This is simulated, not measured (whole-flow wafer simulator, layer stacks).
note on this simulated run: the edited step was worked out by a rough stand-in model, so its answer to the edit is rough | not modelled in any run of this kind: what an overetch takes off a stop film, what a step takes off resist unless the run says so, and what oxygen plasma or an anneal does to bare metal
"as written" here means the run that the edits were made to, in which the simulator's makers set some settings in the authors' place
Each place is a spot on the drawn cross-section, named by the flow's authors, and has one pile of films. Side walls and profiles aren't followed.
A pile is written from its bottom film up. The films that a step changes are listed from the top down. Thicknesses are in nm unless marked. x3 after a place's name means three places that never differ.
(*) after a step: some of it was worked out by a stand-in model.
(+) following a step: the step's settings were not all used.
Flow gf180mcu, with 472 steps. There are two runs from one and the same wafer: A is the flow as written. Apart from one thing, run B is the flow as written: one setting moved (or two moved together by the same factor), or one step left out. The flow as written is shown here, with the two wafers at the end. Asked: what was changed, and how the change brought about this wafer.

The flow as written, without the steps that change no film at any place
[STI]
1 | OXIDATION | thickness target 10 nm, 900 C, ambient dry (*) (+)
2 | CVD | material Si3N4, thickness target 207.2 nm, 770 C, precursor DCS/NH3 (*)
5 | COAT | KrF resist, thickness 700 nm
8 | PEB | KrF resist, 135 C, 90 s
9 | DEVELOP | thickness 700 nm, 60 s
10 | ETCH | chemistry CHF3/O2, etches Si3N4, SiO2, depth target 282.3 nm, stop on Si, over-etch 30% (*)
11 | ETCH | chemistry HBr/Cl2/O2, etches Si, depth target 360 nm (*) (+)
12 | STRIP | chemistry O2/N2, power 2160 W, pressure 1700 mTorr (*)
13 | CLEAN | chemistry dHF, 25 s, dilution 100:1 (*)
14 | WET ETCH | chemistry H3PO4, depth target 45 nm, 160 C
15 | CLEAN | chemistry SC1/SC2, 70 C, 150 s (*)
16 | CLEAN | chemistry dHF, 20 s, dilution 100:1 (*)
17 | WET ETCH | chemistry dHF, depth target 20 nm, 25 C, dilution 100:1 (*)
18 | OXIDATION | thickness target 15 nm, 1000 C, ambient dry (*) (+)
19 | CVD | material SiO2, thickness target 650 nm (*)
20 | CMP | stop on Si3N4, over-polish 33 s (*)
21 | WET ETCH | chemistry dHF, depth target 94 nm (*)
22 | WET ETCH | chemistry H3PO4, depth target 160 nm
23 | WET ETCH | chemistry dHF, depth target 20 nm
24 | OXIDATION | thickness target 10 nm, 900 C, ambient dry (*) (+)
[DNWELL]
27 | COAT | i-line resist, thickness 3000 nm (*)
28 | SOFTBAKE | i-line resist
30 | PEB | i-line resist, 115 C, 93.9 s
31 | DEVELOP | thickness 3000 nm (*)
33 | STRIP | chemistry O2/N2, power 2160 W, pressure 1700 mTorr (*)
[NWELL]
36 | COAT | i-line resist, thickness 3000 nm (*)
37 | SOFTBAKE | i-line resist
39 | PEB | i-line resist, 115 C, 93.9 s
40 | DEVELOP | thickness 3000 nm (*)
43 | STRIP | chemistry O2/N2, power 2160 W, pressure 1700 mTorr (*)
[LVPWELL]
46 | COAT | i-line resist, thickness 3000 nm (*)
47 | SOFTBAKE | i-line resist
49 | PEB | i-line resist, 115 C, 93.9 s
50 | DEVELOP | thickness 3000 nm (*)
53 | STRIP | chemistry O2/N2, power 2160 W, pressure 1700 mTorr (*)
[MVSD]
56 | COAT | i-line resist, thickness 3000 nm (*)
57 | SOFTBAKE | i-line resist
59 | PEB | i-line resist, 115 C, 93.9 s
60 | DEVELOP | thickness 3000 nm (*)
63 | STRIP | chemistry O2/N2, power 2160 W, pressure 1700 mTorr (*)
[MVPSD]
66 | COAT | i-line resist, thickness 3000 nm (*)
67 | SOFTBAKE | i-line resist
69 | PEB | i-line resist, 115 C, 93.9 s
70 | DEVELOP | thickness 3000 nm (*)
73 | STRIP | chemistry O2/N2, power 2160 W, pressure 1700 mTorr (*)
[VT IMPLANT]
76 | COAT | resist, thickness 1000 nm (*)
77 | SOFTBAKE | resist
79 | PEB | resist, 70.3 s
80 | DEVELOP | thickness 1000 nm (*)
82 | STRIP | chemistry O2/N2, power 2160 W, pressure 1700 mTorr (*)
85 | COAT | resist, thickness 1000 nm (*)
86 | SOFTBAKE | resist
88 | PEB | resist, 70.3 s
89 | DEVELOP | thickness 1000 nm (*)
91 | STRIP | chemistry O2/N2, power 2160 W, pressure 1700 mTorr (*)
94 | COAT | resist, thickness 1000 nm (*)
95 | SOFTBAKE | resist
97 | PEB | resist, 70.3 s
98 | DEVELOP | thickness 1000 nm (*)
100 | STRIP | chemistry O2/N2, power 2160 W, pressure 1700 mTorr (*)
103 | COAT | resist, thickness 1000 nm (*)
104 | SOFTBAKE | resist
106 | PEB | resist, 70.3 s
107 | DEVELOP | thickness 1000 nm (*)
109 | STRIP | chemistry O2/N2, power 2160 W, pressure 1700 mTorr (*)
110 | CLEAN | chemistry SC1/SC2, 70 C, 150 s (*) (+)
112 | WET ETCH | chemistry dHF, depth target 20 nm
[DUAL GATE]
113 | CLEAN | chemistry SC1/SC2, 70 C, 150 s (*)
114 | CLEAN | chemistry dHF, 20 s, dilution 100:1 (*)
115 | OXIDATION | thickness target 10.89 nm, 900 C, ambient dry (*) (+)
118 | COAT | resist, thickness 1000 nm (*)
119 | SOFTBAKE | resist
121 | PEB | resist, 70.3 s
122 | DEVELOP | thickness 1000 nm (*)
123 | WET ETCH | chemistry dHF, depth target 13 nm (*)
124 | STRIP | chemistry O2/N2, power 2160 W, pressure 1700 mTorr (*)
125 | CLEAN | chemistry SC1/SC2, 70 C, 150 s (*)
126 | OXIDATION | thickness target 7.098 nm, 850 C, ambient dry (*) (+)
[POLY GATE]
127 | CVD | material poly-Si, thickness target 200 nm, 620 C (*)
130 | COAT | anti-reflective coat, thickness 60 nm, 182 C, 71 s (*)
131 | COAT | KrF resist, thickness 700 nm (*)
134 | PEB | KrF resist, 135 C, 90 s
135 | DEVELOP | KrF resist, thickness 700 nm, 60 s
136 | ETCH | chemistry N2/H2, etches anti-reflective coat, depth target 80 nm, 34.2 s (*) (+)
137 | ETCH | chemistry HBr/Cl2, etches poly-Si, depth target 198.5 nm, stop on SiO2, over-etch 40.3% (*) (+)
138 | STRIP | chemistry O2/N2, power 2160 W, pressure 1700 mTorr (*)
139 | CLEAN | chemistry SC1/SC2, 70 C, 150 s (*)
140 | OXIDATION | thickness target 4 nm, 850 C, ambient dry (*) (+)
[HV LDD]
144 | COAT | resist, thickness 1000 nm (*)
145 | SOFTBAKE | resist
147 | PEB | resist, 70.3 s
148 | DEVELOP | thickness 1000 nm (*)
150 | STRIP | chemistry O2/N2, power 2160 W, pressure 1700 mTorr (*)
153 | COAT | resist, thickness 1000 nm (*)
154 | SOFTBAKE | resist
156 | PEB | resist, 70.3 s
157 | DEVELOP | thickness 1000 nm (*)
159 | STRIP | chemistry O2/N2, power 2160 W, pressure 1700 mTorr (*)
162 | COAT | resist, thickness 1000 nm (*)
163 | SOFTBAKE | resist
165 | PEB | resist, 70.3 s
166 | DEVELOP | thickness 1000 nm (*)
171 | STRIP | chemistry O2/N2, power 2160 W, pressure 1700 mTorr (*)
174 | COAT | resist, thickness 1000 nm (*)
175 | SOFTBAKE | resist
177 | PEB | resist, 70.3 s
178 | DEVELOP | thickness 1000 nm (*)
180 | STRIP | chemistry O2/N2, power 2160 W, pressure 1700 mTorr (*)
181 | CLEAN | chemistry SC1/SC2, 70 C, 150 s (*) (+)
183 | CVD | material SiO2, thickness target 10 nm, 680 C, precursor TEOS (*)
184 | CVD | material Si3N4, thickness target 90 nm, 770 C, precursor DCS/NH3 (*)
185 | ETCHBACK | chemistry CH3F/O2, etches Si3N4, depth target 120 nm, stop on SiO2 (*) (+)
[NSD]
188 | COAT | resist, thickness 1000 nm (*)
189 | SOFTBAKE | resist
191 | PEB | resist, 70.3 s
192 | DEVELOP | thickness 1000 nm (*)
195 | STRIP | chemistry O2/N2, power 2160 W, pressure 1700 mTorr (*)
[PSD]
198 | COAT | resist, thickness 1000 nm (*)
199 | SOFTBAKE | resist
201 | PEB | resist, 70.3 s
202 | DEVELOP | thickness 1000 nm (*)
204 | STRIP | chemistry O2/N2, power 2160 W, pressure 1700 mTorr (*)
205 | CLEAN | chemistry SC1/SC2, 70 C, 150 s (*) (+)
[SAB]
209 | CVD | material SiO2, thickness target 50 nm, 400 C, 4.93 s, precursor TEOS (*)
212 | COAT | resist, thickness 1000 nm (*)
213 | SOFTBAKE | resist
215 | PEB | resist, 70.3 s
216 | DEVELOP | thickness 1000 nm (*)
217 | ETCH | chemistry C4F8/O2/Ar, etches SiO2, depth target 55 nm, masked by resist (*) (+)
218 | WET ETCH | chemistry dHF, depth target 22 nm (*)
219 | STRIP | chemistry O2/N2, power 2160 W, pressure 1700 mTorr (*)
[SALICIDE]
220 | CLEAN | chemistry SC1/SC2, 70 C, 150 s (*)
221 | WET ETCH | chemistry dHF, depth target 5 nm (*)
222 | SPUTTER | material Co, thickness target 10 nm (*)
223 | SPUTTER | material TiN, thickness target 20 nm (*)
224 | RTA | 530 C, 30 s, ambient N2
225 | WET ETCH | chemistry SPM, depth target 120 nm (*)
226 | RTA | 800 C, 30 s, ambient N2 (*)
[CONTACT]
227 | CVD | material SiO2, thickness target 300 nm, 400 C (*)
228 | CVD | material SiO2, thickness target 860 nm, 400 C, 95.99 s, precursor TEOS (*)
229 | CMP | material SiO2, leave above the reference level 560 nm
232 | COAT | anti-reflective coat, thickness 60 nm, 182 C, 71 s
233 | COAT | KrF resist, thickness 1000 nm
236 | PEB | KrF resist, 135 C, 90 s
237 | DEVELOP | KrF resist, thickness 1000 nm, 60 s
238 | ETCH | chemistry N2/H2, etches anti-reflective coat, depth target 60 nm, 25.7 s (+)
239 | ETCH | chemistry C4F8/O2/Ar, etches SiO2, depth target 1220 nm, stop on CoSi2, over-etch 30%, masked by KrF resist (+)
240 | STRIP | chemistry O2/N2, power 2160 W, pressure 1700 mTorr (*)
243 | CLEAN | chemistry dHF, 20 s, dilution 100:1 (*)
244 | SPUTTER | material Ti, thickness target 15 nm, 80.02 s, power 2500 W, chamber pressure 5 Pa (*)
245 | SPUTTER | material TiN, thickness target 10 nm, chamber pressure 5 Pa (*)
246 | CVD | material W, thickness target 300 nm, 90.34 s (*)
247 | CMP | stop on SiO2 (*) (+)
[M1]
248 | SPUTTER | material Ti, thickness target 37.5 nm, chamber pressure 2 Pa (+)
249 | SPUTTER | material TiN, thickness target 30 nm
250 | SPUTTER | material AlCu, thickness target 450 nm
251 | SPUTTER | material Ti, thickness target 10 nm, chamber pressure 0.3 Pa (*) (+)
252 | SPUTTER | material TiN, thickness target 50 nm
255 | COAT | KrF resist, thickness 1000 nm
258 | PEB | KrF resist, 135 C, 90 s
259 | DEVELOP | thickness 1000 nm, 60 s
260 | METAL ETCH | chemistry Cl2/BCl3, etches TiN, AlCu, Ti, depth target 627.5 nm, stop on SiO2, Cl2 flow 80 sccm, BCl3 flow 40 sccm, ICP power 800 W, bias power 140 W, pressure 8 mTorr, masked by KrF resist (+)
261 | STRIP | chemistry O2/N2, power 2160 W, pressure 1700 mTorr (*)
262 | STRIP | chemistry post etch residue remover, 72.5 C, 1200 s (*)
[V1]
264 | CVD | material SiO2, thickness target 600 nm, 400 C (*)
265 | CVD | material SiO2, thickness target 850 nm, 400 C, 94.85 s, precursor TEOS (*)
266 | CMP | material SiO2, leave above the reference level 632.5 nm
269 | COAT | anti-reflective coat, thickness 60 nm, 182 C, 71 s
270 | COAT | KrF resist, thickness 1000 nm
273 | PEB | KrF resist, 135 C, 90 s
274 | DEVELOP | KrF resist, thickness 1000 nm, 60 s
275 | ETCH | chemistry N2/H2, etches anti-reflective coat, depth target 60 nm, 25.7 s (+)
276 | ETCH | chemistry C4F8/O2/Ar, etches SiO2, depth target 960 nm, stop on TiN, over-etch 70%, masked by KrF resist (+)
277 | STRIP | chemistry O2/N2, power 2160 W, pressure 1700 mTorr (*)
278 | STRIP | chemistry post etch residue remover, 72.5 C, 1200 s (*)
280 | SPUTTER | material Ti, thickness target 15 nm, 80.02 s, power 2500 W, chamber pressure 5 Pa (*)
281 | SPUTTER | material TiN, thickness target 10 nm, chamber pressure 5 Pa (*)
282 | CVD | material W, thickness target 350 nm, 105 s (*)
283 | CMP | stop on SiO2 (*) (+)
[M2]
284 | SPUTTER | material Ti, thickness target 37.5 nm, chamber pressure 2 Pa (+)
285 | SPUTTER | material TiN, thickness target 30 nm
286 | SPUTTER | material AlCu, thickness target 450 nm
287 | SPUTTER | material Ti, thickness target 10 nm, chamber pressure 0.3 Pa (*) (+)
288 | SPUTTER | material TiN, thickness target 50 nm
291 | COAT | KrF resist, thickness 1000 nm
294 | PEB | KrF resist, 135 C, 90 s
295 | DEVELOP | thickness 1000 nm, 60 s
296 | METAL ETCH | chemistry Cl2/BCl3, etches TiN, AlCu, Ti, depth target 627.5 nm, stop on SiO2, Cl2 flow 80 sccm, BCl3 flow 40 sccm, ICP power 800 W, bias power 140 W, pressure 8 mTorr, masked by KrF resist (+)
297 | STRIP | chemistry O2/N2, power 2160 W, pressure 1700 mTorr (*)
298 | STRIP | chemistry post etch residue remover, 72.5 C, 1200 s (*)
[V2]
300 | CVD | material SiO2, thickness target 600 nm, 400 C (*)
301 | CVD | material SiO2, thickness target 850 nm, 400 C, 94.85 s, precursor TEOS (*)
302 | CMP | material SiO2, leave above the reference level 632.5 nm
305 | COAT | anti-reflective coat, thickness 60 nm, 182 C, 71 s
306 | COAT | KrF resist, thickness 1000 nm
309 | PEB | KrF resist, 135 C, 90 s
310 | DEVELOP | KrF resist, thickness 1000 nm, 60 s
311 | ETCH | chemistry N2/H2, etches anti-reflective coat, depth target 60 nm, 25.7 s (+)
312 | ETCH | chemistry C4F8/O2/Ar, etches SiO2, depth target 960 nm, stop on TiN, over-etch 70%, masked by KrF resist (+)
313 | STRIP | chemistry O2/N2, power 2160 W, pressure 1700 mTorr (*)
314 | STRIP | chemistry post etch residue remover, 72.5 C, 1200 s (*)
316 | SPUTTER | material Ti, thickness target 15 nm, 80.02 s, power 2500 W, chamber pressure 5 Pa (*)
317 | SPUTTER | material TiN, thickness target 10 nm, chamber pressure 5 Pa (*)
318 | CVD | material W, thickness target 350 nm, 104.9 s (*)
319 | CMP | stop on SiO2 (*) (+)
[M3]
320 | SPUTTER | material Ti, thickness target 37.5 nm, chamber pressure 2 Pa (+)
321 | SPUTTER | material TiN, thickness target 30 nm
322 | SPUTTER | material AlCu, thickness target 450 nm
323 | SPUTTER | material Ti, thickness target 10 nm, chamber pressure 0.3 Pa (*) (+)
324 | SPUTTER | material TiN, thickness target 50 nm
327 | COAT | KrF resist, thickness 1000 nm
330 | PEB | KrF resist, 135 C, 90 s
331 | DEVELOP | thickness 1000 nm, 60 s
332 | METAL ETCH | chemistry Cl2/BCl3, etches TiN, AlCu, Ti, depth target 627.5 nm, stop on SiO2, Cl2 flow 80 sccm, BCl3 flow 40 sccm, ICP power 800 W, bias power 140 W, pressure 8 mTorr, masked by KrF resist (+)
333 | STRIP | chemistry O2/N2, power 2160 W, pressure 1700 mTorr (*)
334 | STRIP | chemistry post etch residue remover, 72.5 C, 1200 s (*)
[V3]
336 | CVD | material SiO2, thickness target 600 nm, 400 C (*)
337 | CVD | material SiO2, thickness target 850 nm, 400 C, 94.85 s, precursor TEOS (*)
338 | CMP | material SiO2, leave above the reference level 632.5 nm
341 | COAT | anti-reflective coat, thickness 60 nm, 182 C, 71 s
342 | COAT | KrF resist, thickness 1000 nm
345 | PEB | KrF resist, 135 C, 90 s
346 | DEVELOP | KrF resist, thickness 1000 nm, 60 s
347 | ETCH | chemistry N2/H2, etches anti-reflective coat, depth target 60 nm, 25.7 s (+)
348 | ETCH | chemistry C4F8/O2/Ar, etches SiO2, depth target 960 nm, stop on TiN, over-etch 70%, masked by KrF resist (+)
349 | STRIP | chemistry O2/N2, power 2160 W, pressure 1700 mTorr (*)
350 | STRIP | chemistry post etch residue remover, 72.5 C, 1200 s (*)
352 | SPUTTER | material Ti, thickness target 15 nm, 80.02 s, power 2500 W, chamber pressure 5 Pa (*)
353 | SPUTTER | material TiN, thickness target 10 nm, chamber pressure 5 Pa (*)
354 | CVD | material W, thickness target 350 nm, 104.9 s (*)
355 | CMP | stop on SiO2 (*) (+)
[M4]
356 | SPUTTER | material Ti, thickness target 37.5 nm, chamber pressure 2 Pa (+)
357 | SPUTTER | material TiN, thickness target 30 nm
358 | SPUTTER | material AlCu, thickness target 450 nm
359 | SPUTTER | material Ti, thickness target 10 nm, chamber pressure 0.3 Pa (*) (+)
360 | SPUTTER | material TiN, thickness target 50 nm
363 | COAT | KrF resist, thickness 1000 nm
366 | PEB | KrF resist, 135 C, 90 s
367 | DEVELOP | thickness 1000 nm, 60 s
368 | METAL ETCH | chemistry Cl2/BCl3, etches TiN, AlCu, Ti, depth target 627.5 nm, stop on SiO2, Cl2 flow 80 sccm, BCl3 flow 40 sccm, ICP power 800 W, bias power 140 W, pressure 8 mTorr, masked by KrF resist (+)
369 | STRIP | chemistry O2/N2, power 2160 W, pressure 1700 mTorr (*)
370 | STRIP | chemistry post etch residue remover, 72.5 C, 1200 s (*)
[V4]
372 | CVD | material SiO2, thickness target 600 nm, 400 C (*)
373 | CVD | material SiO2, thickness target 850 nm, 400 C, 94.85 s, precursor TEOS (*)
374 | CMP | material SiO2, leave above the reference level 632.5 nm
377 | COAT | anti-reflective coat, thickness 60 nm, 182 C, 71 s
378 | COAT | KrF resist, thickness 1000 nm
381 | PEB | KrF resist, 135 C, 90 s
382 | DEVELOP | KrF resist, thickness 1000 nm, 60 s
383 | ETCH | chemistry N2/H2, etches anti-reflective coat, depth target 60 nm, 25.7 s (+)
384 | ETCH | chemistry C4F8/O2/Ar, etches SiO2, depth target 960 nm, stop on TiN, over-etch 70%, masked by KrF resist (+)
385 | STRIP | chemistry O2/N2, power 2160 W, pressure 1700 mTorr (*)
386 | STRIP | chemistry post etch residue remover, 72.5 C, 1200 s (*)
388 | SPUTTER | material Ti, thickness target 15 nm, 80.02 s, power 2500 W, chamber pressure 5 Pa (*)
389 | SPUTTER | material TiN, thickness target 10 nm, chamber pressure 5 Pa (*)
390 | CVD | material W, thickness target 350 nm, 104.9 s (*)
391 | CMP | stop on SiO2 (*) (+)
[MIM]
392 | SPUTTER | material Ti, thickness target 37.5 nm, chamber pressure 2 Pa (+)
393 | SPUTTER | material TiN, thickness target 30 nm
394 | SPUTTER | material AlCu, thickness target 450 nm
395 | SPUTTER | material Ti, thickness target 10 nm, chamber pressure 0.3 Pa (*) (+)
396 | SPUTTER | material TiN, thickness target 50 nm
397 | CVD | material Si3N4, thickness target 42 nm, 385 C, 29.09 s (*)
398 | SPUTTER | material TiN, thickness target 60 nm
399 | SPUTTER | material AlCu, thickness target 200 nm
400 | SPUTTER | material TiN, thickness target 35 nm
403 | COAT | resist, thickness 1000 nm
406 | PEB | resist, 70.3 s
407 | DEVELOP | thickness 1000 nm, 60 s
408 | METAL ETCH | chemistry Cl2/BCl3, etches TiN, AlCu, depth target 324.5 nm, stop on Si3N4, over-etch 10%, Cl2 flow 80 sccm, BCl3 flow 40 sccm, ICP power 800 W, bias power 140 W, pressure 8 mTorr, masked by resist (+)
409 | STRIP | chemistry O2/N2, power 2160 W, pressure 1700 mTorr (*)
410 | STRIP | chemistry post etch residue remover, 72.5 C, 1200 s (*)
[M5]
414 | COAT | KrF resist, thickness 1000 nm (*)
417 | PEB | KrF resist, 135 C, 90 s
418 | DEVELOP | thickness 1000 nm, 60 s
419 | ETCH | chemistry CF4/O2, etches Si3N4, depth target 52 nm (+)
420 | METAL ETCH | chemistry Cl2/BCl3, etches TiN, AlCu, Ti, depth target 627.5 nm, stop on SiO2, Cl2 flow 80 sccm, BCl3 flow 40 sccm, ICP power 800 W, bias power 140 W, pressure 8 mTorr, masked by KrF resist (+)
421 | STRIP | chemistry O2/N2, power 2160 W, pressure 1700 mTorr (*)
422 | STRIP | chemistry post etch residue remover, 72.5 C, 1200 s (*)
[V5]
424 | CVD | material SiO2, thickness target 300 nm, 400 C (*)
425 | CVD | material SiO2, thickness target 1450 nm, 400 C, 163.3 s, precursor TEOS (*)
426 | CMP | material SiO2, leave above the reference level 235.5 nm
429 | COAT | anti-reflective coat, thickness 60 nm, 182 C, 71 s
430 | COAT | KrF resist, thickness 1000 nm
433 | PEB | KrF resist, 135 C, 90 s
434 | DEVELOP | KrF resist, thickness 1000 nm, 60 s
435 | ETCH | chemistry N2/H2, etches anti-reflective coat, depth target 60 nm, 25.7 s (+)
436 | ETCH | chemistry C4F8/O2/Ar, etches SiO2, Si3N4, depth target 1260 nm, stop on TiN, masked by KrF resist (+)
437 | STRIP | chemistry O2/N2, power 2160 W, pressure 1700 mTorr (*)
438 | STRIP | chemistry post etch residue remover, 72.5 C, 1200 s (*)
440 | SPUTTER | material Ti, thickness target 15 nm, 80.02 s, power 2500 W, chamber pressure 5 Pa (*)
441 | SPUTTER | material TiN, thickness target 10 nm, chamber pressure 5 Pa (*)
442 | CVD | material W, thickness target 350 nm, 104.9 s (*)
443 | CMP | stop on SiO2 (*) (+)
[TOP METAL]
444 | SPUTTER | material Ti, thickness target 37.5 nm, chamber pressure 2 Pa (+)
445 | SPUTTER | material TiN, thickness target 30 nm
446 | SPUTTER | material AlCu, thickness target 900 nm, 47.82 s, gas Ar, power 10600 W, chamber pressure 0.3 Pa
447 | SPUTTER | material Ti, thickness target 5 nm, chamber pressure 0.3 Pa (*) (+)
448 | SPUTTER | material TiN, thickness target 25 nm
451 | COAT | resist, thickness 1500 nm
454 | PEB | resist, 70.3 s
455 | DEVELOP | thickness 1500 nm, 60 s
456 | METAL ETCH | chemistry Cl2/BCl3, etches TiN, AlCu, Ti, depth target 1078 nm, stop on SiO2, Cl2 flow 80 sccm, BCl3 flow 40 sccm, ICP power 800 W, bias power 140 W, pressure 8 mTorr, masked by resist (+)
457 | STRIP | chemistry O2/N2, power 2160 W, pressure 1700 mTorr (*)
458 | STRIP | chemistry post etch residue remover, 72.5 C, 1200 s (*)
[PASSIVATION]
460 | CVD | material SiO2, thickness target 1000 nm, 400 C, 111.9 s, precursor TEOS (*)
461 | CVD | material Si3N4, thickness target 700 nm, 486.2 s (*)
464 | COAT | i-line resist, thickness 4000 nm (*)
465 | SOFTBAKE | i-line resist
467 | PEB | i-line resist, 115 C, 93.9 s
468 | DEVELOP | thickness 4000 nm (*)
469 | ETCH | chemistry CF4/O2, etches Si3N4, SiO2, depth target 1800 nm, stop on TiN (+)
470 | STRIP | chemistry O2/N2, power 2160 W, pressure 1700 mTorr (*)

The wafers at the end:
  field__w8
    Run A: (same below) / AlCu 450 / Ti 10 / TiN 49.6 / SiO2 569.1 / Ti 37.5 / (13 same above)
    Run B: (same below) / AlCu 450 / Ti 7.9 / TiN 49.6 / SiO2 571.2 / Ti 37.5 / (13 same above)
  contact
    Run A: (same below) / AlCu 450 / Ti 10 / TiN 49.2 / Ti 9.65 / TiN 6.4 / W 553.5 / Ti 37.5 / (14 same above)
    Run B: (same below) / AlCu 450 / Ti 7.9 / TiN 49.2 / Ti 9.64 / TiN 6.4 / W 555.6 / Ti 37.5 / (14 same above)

The reason: step 359, SPUTTER: thickness target 7.9 nm was run, though the flow has thickness target 10 nm.
The wafer itself shows it: field__w8 has Ti 7.9, and step 359 as written asks for 10 nm.

Step by step, how the change led to this:
  359 | SPUTTER | material Ti, thickness target 10 nm, chamber pressure 0.3 Pa (*) (+)
      field, field__w1, field__w2 and 108 more: A +10 Ti (new film) | B +7.9 Ti (new film)
  368 | METAL ETCH | chemistry Cl2/BCl3, etches TiN, AlCu, Ti, depth target 627.5 nm, stop on SiO2, Cl2 flow 80 sccm, BCl3 flow 40 sccm, ICP power 800 W, bias power 140 W, pressure 8 mTorr, masked by KrF resist (+)
      field, field__w1, field__w2 and 103 more: A -50 TiN (all of it), -10 Ti (all of it), -450 AlCu (all of it), -30 TiN (all of it), -37.5 Ti (all of it) | B -50 TiN (all of it), -7.9 Ti (all of it), -450 AlCu (all of it), -30 TiN (all of it), -37.5 Ti (all of it)
